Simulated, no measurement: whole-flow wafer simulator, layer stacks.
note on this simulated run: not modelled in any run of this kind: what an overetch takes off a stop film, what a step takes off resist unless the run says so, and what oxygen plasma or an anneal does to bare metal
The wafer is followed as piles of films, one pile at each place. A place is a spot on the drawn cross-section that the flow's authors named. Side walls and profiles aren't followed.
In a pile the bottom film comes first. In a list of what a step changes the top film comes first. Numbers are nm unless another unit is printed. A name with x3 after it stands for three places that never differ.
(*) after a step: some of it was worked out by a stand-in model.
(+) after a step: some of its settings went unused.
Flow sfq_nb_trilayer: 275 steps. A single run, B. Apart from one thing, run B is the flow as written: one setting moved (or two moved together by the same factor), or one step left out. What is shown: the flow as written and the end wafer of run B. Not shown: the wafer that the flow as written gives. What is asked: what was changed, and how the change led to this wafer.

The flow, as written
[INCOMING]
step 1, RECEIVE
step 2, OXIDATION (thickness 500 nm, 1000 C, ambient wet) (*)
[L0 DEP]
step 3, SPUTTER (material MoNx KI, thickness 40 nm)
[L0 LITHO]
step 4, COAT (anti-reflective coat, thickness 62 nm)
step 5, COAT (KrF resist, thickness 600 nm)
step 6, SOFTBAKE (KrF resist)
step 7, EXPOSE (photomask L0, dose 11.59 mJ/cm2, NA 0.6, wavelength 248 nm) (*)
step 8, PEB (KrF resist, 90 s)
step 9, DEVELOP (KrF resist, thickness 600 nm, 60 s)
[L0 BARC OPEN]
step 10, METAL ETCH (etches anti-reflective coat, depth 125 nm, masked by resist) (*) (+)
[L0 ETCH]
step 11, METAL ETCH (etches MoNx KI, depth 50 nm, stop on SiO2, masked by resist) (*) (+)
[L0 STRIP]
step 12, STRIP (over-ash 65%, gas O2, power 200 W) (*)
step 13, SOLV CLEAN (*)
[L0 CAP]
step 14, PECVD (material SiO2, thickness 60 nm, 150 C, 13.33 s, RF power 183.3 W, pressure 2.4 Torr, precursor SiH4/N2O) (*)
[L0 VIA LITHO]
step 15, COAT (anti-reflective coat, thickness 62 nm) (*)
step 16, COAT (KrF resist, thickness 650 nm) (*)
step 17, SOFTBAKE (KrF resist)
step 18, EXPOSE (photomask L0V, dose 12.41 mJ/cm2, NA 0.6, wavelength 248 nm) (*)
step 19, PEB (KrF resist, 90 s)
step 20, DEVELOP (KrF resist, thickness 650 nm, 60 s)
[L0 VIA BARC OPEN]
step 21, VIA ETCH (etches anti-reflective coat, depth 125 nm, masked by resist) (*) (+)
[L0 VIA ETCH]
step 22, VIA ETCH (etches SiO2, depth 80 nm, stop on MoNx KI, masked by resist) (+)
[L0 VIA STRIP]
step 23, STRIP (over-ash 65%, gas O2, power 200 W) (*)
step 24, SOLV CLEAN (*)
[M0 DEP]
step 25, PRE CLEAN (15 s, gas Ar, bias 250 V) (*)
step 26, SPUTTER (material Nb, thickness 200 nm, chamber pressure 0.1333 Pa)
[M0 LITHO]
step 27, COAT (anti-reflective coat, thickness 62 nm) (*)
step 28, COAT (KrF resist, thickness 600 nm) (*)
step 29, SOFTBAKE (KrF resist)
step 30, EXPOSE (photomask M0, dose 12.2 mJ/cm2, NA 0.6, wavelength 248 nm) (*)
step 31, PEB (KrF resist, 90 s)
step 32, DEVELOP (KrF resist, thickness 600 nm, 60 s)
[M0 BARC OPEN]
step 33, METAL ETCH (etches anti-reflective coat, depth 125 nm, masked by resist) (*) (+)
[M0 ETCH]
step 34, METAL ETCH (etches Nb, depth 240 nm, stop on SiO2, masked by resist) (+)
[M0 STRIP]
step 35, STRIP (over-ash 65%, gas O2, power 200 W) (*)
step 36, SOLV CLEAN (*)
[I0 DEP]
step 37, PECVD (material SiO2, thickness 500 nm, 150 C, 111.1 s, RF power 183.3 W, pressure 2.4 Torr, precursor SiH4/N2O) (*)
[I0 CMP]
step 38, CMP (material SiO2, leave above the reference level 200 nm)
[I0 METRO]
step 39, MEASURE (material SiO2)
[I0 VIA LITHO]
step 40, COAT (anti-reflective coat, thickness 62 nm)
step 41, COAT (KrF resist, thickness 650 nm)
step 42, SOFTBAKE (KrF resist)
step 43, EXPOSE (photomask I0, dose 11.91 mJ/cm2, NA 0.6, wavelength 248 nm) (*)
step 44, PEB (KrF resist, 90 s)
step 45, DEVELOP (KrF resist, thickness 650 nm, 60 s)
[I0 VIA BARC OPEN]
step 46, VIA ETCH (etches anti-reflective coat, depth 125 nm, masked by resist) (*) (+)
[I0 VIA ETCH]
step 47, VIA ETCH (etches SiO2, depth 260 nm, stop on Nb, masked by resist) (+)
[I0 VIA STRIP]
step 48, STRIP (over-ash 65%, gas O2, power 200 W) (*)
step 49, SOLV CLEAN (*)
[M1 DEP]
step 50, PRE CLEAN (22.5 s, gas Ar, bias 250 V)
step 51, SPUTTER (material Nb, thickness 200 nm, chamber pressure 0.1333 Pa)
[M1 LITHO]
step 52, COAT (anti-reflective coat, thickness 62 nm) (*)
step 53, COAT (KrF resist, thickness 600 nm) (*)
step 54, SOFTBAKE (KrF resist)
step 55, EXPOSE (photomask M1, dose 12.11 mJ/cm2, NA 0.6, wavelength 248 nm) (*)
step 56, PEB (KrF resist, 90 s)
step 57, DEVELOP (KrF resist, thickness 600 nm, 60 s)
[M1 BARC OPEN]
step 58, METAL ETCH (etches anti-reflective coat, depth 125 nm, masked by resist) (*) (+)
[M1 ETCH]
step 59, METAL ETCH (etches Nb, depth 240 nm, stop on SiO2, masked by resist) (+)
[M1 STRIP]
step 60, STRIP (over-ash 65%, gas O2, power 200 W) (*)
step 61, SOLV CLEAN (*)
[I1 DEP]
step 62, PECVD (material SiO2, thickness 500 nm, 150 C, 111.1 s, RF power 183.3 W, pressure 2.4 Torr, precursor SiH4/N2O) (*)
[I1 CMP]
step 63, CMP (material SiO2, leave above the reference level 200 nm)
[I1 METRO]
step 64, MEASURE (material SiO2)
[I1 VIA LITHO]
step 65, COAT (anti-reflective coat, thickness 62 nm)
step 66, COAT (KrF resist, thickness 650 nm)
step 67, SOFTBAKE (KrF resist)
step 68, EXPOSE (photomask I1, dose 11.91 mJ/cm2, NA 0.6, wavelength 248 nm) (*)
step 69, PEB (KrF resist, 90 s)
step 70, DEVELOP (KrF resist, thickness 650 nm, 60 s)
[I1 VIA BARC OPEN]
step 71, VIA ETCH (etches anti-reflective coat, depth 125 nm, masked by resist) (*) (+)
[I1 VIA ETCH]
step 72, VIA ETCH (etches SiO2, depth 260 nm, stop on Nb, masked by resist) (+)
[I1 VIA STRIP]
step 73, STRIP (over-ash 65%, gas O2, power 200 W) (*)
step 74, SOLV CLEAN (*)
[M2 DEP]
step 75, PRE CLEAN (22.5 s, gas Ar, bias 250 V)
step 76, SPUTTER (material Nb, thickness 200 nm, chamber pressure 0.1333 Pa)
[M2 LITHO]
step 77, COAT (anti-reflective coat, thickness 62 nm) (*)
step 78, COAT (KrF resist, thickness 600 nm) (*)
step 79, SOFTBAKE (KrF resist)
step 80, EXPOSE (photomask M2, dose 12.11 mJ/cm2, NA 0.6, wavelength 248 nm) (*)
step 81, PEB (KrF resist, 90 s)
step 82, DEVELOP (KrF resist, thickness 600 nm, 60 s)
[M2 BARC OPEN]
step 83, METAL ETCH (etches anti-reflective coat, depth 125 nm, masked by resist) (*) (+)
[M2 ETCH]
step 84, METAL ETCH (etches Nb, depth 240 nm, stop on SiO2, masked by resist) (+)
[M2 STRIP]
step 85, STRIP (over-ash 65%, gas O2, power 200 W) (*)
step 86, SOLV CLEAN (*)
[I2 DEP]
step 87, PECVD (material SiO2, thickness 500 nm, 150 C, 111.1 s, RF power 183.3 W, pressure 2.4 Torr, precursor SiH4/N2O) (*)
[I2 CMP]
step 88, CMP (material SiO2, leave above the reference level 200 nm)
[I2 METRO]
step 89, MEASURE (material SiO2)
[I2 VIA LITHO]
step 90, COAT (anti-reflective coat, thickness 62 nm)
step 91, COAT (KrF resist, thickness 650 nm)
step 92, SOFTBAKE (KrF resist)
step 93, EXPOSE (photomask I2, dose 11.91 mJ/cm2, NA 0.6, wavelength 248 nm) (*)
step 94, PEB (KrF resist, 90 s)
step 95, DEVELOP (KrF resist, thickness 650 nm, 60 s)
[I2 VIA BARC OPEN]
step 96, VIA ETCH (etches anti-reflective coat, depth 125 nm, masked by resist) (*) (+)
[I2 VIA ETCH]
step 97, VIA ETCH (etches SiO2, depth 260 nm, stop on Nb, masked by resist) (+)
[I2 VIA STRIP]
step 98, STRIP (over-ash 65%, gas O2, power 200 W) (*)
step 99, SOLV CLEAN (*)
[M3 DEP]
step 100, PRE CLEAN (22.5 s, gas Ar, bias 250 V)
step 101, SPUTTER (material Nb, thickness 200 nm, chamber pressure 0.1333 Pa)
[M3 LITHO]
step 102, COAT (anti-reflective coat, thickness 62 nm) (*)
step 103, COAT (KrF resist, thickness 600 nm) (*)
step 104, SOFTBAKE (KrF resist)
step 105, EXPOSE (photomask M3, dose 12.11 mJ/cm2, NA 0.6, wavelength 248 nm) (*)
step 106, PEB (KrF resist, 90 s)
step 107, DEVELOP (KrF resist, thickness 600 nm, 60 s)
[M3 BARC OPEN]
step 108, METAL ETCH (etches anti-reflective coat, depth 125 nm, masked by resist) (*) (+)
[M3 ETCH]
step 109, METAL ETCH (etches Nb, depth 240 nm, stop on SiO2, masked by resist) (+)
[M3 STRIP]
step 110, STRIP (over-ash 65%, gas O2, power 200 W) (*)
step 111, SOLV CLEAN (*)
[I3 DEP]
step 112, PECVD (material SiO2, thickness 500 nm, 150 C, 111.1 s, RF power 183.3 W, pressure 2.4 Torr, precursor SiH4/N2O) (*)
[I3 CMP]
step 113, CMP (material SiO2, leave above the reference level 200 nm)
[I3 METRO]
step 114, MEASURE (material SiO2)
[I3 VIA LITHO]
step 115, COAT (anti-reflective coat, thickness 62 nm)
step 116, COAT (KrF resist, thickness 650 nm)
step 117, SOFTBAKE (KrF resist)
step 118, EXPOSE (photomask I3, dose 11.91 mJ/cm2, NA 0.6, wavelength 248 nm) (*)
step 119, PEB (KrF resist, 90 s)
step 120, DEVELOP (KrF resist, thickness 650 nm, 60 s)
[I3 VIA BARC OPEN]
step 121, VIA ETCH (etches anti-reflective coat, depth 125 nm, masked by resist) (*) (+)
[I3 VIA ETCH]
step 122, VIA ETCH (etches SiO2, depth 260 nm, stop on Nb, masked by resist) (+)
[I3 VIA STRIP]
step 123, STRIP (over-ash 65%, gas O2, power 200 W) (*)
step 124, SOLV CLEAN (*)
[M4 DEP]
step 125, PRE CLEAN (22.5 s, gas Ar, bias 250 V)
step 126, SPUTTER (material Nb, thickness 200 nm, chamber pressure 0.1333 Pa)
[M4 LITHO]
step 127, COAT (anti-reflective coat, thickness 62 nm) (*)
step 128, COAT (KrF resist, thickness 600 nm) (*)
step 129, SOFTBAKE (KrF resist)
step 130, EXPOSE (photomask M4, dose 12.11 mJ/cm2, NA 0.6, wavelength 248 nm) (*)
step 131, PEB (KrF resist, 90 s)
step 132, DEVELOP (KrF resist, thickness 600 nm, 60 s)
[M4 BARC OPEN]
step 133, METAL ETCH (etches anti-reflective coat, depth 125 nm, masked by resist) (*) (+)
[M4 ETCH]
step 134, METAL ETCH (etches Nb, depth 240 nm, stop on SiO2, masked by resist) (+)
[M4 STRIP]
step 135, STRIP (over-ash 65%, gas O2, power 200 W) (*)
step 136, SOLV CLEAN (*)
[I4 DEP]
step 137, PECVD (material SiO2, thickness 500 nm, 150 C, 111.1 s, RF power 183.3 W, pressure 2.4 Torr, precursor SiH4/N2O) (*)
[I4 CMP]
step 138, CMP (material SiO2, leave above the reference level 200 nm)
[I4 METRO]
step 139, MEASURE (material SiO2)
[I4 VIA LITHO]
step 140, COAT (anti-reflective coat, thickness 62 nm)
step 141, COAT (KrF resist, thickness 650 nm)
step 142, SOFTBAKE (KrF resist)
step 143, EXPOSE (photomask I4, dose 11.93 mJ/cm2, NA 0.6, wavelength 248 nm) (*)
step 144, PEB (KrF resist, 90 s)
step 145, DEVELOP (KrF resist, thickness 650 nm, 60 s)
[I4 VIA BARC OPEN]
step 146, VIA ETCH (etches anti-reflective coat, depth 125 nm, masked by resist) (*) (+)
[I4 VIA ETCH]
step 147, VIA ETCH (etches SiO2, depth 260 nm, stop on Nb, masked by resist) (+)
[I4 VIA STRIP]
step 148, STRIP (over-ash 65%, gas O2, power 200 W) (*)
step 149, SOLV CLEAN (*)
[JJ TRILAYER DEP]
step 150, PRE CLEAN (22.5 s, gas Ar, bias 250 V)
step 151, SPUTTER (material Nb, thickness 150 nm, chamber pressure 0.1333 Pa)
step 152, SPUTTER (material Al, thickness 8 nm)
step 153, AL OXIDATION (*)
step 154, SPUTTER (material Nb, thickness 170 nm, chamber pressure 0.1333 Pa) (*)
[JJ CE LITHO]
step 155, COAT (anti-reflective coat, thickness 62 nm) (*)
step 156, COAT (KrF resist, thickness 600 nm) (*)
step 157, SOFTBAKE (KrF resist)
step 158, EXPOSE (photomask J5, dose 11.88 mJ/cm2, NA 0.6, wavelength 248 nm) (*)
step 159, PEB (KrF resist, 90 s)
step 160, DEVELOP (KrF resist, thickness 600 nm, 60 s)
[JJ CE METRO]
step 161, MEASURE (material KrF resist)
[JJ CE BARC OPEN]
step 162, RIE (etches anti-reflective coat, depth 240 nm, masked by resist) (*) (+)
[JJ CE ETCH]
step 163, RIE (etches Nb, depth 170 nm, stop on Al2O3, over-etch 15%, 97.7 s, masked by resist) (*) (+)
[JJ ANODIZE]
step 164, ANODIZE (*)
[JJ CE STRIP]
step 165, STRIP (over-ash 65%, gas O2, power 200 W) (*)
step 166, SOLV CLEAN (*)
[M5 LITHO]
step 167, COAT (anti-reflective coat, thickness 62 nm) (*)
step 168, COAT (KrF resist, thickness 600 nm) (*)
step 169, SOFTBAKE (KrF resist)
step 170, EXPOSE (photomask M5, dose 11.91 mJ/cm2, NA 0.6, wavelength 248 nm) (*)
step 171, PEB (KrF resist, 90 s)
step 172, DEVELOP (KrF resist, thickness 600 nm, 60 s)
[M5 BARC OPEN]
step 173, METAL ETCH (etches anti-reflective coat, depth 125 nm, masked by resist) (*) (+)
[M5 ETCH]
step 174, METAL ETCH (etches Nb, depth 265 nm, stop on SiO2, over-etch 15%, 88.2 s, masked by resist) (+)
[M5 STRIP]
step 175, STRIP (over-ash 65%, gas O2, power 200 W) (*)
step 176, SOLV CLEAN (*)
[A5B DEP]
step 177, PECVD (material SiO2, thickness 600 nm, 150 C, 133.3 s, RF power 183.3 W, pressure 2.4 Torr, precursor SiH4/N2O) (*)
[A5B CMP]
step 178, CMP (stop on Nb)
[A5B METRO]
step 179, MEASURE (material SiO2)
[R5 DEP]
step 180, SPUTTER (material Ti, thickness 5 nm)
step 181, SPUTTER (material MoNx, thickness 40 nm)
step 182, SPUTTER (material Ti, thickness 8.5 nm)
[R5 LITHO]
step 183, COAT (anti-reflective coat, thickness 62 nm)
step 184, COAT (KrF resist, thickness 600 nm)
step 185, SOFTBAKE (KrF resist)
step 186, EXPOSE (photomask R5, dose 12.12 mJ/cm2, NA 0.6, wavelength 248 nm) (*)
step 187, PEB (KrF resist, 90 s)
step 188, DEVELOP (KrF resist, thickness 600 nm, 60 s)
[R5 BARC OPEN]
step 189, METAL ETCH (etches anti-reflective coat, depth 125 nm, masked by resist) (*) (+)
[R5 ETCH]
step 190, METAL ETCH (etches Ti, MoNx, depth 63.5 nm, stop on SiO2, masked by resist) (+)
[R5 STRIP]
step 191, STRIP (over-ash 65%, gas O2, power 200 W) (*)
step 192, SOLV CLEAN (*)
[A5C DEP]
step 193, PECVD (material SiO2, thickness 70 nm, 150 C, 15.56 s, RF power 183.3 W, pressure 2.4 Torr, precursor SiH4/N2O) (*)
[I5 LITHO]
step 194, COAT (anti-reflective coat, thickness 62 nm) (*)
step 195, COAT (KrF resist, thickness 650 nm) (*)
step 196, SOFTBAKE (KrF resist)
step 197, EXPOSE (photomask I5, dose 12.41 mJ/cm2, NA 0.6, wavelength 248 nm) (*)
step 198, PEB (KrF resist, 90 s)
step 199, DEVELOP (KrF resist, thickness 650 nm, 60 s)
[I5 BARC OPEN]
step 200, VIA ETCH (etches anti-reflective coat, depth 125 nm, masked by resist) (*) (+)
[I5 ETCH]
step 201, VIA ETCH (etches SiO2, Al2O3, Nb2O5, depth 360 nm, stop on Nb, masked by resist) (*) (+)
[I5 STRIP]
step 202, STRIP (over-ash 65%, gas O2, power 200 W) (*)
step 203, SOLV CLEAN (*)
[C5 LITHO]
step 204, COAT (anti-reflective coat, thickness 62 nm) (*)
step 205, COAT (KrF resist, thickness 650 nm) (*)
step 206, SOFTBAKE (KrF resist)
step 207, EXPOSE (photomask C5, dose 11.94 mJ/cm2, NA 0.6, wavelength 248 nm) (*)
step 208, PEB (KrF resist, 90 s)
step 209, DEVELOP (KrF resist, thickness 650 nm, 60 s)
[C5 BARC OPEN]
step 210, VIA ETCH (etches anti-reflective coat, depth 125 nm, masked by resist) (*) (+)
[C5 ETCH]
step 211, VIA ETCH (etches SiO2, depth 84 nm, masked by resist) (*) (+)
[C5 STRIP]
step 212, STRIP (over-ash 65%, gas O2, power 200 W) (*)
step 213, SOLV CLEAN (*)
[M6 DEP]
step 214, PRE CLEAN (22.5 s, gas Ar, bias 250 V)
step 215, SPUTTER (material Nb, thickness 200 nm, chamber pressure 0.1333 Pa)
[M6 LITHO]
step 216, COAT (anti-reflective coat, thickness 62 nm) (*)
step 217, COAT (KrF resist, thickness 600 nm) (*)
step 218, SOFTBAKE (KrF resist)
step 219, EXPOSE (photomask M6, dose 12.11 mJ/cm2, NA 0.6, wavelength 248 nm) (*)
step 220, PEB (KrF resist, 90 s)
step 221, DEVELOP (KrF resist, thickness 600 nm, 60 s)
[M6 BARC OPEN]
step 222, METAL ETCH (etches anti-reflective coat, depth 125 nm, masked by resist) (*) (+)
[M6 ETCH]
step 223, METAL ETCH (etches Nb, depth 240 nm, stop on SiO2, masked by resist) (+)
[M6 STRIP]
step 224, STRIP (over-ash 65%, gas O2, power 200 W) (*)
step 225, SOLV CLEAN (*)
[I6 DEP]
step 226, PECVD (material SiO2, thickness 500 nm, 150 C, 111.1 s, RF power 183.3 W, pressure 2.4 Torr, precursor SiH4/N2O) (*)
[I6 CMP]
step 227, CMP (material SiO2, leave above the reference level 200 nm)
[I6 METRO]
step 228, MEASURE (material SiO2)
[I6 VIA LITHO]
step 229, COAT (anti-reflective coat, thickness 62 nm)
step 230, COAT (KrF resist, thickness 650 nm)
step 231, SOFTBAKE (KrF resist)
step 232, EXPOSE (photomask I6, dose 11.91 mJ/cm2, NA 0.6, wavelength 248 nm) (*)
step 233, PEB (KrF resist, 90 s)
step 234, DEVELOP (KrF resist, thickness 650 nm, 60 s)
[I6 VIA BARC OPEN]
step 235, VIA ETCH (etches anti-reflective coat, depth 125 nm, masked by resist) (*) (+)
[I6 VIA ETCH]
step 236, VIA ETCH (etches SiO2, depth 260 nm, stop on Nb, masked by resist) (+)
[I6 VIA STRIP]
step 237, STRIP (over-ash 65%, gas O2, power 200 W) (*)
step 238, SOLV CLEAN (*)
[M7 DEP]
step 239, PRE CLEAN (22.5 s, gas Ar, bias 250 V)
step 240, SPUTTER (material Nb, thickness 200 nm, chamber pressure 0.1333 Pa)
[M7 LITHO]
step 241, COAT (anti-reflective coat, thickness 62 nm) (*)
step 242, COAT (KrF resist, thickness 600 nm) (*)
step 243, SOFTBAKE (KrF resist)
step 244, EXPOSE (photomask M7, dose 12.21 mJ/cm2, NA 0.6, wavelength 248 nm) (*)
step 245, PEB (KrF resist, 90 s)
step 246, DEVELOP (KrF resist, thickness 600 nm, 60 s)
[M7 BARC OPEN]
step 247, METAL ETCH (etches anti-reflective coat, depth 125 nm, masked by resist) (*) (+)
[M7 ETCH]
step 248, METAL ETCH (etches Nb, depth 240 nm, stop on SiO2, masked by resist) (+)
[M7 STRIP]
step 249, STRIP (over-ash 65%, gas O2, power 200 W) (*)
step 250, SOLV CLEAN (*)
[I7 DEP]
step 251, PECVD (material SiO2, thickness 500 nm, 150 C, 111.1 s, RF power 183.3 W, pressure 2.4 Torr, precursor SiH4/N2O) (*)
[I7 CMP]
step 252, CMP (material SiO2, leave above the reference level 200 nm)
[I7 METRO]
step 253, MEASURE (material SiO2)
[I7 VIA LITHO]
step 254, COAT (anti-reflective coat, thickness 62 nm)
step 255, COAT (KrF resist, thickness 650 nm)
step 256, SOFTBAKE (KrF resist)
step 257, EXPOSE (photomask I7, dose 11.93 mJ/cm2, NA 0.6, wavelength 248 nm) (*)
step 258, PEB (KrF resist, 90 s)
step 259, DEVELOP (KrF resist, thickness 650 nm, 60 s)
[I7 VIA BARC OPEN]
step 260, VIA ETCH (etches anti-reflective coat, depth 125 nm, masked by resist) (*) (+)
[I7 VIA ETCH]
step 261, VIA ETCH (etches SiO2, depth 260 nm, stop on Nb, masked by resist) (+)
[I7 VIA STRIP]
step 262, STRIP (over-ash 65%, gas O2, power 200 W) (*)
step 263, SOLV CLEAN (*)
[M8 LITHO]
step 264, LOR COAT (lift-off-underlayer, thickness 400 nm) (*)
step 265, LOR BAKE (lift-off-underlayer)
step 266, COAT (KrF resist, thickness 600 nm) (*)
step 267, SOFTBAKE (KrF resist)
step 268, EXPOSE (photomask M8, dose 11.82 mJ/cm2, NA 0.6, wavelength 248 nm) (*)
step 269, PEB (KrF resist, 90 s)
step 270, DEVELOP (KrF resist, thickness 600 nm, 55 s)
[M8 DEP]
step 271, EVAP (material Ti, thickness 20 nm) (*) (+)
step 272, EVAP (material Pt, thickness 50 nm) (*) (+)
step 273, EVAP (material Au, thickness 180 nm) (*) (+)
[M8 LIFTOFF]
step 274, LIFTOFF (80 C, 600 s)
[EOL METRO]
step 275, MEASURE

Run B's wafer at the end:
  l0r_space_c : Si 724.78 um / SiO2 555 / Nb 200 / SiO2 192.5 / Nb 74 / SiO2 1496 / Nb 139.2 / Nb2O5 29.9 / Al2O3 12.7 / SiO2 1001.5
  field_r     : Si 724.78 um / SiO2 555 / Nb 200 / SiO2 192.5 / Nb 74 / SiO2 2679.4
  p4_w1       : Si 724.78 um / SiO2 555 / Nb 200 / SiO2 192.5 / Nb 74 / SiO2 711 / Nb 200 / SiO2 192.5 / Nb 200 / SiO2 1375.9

Cause: step 59, METAL ETCH: depth 126 nm was run, whereas the flow has depth 240 nm.

The path from the change to this, step by step:
  step 59, METAL ETCH (etches Nb, depth 240 nm, stop on SiO2, masked by resist) (+)
      field_l, be, be_sur and 79 more: -126 Nb (as written it would have been: -200 Nb (all of it))
      v_sur, via_wl, via_w and 21 more: -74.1 KrF resist (as written it would have been: -141.2 KrF resist)
  step 60, STRIP (over-ash 65%, gas O2, power 200 W) (*)
      wl_j_sl, wl_jj, wl_j_sr and 13 more: -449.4 KrF resist (all of it), -62 anti-reflective coat (all of it) (as written it would have been: -382.4 KrF resist (all of it), -62 anti-reflective coat (all of it))
      v_sur: -432.9 KrF resist (all of it), -61.1 anti-reflective coat (all of it) (as written it would have been: -365.9 KrF resist (all of it), -61.1 anti-reflective coat (all of it))
      (as well as at 7 more places)
  step 62, PECVD (material SiO2, thickness 500 nm, 150 C, 111.1 s, RF power 183.3 W, pressure 2.4 Torr, precursor SiH4/N2O) (*)
      field_l, be, be_sur and 72 more: +500 SiO2 (new film) (as written it would have been: +500 SiO2)
      lsp_m, ln_m6, lsp_r, l0_sur, l0v: +500 SiO2 (new film) (as written it would have been: +494.9 SiO2)
      (as well as at 2 more places)
  step 63, CMP (material SiO2, leave above the reference level 200 nm)
      field_l, be, be_sur and 72 more: -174 SiO2 (as written it would have been: -100 SiO2)
      lsp_m, ln_m6, lsp_r, l0_sur, l0v: -174 SiO2 (as written it would have been: -94.9 SiO2)
      (as well as at 2 more places)
Taking metal films that touch as one body, l0r_space_c has 3 bodies (between them, from the top down: SiO2 1496; SiO2 192.5); the flow as written gives 2 bodies (between them, from the top down: SiO2 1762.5).
Taking metal films that touch as one body, field_r has 2 bodies (between them, from the top down: SiO2 192.5); the flow as written gives 1 body.
Taking metal films that touch as one body, p4_w1 has 4 bodies (between them, from the top down: SiO2 192.5; SiO2 711; SiO2 192.5); the flow as written gives 3 bodies (between them, from the top down: SiO2 192.5; SiO2 977.5).
